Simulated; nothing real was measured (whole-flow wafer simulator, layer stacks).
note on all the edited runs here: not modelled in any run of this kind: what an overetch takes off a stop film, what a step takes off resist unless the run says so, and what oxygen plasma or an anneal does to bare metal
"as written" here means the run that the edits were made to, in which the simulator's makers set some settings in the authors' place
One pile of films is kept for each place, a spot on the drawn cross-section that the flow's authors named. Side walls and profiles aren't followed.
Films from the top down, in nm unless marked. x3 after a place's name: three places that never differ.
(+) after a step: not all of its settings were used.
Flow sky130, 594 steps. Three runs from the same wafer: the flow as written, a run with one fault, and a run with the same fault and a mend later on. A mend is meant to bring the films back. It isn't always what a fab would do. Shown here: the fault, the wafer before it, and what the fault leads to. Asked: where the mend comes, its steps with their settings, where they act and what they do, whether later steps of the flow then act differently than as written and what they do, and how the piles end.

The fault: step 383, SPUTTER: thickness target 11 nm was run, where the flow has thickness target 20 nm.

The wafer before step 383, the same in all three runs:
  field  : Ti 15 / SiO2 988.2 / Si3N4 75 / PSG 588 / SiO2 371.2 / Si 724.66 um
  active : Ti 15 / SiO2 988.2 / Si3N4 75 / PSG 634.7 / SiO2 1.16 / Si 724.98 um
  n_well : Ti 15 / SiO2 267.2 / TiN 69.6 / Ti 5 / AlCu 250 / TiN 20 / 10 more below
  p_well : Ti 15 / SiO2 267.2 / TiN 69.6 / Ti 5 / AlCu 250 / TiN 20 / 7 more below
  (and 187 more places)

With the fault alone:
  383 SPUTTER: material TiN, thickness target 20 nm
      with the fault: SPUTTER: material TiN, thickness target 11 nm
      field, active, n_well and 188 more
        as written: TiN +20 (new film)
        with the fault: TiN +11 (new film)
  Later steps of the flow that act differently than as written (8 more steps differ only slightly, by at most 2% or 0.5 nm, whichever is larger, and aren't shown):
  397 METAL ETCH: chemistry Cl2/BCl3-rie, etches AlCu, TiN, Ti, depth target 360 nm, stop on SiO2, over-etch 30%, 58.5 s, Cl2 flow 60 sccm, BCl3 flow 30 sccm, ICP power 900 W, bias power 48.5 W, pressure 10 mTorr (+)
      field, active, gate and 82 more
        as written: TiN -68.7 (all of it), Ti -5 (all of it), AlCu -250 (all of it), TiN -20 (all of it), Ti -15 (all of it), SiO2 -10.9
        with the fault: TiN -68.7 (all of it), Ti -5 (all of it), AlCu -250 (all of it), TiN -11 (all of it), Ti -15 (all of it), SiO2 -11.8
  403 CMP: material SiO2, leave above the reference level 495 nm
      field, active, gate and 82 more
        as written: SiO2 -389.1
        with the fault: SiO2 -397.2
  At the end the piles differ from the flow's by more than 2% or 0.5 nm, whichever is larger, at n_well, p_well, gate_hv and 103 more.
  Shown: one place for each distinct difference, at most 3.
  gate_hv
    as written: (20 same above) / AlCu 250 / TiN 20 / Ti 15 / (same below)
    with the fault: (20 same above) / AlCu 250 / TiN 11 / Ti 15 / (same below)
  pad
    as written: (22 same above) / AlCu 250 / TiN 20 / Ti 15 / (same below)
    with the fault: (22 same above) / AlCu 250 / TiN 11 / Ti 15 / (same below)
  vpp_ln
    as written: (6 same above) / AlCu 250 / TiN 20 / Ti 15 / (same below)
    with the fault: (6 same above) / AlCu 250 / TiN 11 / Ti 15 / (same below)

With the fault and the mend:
  The mend comes after step 383.
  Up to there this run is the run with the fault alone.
  383a SPUTTER: material TiN, thickness target 9 nm (the flow's step 383 once more, with other settings)
      field, active, n_well and 188 more
        TiN +9
  No later step of the flow acts differently than as written at any place that is followed.
  At the end the piles are the same as the flow's at every place that both follow.
